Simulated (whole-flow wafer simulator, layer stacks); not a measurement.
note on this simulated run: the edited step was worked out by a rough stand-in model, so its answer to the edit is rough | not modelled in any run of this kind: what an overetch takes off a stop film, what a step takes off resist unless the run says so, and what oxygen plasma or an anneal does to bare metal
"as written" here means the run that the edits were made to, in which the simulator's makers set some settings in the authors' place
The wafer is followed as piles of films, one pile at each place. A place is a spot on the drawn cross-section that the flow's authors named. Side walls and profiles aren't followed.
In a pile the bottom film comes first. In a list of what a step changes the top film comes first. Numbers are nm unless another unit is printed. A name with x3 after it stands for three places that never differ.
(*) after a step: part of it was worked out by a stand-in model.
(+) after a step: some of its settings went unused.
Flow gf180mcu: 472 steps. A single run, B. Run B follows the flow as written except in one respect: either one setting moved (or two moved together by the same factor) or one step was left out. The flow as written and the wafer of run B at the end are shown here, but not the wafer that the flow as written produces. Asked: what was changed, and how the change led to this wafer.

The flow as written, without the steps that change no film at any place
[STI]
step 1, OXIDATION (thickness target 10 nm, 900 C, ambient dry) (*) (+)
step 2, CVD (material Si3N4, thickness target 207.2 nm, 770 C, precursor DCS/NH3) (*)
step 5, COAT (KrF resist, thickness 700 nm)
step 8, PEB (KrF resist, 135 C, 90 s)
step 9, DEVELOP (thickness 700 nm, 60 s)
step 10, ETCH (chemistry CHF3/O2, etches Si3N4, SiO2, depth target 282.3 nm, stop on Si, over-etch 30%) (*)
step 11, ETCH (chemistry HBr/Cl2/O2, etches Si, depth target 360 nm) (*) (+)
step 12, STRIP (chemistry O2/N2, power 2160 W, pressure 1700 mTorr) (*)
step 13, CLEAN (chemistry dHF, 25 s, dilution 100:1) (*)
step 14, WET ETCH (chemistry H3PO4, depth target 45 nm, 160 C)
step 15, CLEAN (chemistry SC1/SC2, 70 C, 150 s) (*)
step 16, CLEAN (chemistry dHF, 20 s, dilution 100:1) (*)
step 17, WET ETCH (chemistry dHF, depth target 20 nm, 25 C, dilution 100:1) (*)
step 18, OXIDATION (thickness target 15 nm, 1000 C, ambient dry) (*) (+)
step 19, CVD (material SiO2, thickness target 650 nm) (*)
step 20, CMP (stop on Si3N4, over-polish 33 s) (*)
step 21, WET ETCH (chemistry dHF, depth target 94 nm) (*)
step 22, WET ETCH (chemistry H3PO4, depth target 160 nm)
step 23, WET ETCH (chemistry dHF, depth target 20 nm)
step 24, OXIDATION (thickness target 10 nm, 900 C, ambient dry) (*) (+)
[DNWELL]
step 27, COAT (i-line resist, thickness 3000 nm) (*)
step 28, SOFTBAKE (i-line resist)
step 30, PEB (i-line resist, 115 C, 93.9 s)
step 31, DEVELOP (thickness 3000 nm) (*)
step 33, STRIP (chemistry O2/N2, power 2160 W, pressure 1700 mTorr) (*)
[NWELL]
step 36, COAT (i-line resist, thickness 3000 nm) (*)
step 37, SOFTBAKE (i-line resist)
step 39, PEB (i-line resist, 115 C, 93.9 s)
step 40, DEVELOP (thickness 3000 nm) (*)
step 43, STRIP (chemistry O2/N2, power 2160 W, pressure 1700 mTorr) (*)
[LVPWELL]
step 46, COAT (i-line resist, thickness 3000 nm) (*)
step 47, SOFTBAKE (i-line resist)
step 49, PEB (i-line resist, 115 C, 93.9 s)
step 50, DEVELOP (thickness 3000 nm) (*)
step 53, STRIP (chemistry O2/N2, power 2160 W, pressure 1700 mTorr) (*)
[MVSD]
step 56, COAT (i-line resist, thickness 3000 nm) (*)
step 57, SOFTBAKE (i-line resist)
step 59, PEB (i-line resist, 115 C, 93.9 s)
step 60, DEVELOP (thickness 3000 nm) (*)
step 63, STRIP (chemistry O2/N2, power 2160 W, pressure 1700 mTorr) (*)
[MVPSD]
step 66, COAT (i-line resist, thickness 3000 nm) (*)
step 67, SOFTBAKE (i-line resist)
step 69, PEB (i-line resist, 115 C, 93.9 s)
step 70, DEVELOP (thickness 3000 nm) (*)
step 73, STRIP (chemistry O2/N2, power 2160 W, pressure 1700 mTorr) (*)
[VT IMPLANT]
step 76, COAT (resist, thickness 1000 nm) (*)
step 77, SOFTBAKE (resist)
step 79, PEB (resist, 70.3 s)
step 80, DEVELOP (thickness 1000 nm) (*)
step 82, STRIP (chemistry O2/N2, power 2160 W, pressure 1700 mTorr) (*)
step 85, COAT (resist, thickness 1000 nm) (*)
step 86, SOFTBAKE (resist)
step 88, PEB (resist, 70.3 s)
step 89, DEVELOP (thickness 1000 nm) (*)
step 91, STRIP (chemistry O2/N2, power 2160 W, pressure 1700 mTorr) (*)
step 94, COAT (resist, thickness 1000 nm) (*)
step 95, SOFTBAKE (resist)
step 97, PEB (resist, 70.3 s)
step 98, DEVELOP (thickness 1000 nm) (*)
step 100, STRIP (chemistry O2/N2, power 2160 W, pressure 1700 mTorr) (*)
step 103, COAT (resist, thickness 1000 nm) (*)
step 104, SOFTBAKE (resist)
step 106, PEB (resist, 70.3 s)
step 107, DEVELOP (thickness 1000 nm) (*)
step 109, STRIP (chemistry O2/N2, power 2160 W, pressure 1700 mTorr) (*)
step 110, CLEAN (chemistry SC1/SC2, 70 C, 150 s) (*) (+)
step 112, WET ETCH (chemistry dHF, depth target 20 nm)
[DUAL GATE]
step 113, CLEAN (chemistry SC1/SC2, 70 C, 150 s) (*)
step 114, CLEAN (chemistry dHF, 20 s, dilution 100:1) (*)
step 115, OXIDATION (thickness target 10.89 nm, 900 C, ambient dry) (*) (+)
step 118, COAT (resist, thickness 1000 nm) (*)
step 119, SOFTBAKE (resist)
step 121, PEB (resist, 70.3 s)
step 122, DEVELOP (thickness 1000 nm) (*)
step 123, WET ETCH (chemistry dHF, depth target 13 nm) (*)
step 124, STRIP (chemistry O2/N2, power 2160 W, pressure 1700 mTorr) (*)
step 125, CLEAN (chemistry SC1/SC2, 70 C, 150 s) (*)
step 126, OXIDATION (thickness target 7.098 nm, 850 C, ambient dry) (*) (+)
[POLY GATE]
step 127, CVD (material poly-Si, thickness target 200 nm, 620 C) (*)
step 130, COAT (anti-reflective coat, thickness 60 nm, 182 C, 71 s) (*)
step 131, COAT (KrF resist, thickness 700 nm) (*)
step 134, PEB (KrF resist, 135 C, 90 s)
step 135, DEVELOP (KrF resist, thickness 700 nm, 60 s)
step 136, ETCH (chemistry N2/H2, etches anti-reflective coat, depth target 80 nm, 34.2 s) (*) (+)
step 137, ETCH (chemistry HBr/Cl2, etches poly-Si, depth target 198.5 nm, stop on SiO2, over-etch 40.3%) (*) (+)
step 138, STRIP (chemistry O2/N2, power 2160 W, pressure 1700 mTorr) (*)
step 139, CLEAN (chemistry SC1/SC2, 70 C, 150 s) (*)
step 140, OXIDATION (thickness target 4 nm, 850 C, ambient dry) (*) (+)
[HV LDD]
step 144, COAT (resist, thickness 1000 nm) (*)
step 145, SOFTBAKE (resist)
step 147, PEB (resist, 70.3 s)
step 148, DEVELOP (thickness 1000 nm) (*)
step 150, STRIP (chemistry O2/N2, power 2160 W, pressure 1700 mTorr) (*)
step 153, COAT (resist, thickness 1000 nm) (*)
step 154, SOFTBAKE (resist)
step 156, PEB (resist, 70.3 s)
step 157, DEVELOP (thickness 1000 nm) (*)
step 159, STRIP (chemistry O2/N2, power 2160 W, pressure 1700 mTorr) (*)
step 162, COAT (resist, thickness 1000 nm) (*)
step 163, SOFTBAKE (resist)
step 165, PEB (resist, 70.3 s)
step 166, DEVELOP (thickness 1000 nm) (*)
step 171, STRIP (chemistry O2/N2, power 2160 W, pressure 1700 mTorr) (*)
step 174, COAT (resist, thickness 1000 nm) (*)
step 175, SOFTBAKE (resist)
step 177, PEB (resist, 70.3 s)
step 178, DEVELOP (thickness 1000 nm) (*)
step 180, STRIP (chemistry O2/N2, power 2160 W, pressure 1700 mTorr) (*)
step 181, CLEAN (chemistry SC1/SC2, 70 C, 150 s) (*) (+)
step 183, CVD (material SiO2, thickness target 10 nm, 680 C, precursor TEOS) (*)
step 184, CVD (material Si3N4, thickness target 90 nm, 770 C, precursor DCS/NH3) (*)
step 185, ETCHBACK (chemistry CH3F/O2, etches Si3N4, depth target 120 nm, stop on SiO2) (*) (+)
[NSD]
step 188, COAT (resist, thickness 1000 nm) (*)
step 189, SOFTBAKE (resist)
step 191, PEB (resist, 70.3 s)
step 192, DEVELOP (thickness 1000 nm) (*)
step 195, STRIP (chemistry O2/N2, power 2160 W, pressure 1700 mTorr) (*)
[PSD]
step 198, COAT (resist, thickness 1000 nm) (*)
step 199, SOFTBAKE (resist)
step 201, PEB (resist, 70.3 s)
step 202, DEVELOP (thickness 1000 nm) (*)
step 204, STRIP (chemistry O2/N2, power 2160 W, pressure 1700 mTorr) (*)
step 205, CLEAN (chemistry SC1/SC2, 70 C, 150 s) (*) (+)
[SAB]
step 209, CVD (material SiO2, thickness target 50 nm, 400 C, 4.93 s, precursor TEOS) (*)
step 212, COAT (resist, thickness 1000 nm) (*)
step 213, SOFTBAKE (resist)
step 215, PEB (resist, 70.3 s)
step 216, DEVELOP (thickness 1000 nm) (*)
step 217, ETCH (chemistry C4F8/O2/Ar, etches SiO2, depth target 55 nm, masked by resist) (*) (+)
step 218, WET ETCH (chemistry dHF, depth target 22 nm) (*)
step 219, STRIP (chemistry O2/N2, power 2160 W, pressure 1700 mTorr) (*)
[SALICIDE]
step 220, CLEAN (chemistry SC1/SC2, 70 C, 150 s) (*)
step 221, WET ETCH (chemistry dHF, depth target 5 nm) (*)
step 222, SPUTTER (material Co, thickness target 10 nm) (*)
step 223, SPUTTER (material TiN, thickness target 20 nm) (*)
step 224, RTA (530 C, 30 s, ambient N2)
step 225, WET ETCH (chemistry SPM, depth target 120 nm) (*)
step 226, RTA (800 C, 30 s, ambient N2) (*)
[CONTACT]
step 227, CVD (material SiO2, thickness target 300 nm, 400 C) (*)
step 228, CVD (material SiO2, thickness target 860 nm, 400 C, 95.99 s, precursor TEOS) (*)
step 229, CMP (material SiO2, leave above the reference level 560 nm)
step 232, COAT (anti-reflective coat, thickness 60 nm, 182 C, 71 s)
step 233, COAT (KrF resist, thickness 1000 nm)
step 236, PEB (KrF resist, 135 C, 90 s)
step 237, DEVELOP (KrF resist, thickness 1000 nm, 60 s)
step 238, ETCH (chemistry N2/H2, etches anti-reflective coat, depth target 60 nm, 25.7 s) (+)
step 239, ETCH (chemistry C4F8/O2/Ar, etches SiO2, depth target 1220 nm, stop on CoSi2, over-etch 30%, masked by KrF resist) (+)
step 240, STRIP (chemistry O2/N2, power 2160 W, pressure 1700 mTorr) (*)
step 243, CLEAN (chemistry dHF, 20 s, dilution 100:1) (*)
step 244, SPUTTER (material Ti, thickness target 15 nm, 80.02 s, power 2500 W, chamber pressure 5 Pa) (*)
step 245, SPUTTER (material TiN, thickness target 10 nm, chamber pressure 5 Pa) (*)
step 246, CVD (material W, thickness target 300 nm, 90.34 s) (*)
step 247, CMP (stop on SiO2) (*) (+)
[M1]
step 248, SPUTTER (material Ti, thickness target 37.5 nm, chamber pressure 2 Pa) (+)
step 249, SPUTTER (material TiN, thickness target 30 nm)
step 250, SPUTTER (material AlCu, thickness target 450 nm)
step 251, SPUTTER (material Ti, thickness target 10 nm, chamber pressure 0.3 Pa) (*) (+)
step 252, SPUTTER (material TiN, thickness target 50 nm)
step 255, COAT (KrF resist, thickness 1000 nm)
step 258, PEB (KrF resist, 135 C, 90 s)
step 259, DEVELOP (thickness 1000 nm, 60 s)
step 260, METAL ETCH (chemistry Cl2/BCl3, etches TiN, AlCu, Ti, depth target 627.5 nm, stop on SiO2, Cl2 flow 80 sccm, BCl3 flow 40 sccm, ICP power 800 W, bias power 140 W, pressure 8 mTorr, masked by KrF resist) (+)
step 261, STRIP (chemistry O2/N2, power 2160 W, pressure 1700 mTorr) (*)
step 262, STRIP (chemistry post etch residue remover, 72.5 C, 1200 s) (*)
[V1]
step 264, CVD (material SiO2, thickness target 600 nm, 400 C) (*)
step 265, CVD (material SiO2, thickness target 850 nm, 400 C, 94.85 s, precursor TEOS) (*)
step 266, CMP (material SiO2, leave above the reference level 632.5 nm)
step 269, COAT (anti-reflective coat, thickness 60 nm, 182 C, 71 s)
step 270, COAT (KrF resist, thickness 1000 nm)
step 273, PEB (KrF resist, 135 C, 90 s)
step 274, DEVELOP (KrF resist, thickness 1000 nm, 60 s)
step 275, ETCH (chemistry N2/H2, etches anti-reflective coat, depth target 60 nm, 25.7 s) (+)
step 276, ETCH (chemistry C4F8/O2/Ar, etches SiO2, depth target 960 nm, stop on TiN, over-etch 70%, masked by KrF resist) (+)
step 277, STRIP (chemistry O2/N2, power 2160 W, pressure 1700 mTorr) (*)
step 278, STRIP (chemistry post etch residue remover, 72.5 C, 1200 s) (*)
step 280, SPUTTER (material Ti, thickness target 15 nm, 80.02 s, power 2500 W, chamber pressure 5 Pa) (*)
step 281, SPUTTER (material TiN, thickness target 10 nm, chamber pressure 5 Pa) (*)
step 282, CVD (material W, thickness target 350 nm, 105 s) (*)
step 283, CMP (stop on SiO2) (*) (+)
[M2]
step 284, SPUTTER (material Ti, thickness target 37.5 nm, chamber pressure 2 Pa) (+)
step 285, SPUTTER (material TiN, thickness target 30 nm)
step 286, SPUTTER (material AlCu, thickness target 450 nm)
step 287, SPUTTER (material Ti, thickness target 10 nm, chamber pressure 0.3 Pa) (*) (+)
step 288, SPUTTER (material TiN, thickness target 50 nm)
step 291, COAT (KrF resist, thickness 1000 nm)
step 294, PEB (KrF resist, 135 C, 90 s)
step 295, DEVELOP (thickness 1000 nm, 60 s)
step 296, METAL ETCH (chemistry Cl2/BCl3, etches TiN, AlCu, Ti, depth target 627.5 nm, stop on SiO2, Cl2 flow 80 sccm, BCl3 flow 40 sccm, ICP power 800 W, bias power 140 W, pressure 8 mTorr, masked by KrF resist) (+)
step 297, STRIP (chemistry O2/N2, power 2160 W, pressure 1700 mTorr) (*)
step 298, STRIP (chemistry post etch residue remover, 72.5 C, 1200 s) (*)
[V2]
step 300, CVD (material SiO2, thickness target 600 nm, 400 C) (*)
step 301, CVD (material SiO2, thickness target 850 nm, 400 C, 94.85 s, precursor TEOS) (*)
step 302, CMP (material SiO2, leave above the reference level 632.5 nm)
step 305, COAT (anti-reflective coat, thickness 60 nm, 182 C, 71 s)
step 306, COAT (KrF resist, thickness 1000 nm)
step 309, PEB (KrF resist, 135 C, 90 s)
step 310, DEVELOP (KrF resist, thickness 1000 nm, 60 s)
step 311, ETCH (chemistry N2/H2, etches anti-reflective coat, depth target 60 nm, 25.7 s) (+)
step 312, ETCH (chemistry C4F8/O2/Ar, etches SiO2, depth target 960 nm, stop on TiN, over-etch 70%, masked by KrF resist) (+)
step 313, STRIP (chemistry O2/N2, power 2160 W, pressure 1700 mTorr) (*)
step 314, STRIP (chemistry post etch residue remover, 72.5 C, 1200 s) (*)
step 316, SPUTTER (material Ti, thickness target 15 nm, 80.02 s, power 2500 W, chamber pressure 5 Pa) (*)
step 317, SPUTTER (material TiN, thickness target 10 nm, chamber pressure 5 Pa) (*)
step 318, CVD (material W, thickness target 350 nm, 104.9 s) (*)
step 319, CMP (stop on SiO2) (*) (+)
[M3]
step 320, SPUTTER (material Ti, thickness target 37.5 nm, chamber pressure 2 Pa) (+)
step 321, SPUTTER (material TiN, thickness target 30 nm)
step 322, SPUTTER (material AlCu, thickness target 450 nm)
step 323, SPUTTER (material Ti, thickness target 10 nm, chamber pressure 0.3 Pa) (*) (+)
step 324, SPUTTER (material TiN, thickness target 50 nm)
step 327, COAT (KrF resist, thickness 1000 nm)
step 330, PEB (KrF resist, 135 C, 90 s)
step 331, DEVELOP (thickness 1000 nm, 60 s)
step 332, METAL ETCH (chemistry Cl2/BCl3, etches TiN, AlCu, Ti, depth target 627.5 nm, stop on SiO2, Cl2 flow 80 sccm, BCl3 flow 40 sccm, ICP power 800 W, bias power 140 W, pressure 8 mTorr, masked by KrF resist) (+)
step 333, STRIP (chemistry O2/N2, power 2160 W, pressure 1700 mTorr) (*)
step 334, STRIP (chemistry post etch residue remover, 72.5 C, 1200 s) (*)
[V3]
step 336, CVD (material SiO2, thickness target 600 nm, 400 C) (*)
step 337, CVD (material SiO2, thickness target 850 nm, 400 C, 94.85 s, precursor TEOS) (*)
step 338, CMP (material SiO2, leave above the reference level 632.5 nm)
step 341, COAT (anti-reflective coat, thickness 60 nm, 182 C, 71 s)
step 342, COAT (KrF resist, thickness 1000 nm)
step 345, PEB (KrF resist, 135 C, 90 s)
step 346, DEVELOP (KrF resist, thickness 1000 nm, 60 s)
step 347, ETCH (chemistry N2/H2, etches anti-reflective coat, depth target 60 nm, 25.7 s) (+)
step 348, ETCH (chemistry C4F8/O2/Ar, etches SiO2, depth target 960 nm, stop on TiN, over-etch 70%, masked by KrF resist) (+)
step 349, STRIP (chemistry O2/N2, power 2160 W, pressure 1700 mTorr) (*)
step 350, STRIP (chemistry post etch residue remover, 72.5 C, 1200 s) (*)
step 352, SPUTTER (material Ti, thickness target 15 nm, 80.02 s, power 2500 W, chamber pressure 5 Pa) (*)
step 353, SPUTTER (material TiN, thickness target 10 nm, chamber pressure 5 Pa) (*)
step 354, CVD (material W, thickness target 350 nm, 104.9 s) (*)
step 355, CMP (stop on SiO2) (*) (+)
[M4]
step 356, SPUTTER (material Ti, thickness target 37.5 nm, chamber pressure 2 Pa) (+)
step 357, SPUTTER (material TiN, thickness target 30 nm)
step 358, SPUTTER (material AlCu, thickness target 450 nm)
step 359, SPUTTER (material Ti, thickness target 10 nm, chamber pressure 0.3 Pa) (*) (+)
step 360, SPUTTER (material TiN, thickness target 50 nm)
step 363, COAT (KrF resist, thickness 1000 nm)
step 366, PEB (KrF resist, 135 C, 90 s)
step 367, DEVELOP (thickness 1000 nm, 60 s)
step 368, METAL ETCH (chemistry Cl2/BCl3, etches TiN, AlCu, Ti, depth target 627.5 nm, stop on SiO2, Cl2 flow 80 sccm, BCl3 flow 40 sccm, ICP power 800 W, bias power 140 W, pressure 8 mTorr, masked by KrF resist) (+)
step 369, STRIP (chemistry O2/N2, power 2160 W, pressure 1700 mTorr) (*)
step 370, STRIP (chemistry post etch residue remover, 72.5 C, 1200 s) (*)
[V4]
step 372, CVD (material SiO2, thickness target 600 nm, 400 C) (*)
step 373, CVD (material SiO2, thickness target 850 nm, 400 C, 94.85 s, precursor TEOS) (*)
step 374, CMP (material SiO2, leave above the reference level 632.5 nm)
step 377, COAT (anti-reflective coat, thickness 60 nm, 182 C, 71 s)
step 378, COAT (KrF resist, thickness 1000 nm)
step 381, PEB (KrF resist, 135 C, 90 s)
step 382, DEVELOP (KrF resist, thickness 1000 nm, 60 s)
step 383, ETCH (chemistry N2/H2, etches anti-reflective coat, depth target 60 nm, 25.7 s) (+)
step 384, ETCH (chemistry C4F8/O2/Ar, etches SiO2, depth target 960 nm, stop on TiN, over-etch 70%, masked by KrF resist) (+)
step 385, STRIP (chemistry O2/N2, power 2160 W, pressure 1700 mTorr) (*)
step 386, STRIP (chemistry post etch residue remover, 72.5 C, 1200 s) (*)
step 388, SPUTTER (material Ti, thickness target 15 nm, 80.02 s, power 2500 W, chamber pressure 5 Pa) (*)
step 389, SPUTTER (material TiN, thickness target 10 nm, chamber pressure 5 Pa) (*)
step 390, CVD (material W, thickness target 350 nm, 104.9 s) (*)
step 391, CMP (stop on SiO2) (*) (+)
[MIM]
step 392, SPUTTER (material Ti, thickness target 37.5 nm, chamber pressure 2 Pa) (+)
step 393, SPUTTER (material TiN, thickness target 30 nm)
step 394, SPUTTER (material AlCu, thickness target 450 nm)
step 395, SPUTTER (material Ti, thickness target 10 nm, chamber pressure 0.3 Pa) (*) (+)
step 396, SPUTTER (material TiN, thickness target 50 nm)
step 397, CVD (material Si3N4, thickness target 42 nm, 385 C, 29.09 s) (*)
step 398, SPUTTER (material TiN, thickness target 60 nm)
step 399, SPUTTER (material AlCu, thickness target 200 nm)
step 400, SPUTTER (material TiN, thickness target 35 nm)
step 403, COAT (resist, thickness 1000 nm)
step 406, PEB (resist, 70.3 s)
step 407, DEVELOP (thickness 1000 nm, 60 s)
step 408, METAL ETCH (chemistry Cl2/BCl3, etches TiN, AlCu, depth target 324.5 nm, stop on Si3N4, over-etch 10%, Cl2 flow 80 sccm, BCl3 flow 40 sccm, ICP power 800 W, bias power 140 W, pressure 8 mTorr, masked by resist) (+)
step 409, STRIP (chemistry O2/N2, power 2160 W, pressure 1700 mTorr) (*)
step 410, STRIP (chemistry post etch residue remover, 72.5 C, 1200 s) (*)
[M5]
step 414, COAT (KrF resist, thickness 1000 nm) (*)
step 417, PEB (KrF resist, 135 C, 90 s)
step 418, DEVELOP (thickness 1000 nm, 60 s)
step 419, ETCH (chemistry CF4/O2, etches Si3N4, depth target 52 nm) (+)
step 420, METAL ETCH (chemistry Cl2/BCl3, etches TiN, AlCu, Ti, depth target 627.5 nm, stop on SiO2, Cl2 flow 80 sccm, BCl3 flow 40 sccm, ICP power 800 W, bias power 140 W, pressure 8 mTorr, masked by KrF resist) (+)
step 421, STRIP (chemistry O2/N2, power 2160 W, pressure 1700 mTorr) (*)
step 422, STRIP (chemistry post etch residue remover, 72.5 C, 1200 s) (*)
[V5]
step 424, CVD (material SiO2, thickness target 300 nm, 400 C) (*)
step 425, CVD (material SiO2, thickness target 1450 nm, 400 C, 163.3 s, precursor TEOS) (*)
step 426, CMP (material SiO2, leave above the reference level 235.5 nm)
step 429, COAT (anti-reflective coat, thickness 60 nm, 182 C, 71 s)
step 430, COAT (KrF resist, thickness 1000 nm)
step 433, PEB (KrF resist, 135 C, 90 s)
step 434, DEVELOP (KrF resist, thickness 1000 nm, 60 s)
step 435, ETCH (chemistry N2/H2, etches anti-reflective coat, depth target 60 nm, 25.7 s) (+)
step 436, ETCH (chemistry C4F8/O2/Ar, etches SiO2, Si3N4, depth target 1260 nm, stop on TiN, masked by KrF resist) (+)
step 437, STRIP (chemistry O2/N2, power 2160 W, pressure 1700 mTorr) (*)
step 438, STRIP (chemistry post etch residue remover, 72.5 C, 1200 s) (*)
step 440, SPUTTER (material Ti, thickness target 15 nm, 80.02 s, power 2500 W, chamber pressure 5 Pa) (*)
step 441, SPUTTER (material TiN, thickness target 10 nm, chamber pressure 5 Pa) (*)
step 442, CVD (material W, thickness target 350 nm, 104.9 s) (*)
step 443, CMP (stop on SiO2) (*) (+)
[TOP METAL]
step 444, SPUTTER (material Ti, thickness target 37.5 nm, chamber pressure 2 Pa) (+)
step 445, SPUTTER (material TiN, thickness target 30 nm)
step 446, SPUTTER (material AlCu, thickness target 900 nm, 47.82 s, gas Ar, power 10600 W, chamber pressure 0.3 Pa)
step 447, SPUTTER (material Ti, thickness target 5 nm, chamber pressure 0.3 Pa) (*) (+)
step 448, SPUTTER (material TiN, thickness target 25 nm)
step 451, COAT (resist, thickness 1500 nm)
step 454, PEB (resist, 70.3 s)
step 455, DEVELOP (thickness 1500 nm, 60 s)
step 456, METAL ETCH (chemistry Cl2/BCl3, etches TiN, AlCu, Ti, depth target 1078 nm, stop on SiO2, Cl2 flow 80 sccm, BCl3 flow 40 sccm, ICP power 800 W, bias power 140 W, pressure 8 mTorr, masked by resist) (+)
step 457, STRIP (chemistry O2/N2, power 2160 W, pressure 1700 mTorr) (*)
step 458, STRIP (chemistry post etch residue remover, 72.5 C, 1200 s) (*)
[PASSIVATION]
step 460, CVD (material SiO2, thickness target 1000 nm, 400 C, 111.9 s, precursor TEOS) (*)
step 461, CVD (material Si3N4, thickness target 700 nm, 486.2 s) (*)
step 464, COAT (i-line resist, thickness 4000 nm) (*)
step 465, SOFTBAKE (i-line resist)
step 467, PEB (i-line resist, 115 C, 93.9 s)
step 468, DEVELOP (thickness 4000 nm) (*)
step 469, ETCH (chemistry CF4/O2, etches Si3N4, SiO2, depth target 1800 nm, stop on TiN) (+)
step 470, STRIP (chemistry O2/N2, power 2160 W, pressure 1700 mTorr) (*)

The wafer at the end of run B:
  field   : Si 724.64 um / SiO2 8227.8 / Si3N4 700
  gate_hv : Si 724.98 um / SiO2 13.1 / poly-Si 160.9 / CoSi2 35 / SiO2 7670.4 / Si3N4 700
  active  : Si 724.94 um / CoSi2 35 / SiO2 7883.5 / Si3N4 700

The reason: step 115, OXIDATION: thickness target 9.526 nm was run, whereas the flow has thickness target 10.89 nm.

How this came from the change, step by step:
  step 115, OXIDATION (thickness target 10.89 nm, 900 C, ambient dry) (*) (+)
      active, n_well, p_well and 40 more: +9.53 SiO2 (new film), -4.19 Si (as written it would have been: +10.9 SiO2 (new film), -4.79 Si)
  step 123, WET ETCH (chemistry dHF, depth target 13 nm) (*)
      active, n_well, p_well and 12 more: -9.53 SiO2 (all of it) (as written it would have been: -10.9 SiO2 (all of it))
  step 189, SOFTBAKE (resist)
      nw_enc_fld_lv__w3: -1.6 resist (as written it would have been: +2.11 resist)
  step 199, SOFTBAKE (resist)
      nw_enc_fld_lv__w3: -1.6 resist (as written it would have been: +2.11 resist)
  step 218, WET ETCH (chemistry dHF, depth target 22 nm) (*)
      ldn_tap, ldn_src, ldn_drn, ldp_tap, ldp_src, ldp_drn, ldp_gr: -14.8 SiO2 (all of it) (as written it would have been: -16 SiO2 (all of it))
      ld_drn_n, ld_sd_p: -13.6 SiO2 (all of it) (as written it would have been: -14.8 SiO2 (all of it))
      (and at 5 other places as well)
  step 223, SPUTTER (material TiN, thickness target 20 nm) (*)
      field__w12: +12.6 TiN (new film) (as written it would have been: +12 TiN (new film))
  step 225, WET ETCH (chemistry SPM, depth target 120 nm) (*)
      field__w12: -12.6 TiN (all of it), -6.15 Co (all of it) (as written it would have been: -12 TiN (all of it), -6.15 Co (all of it))
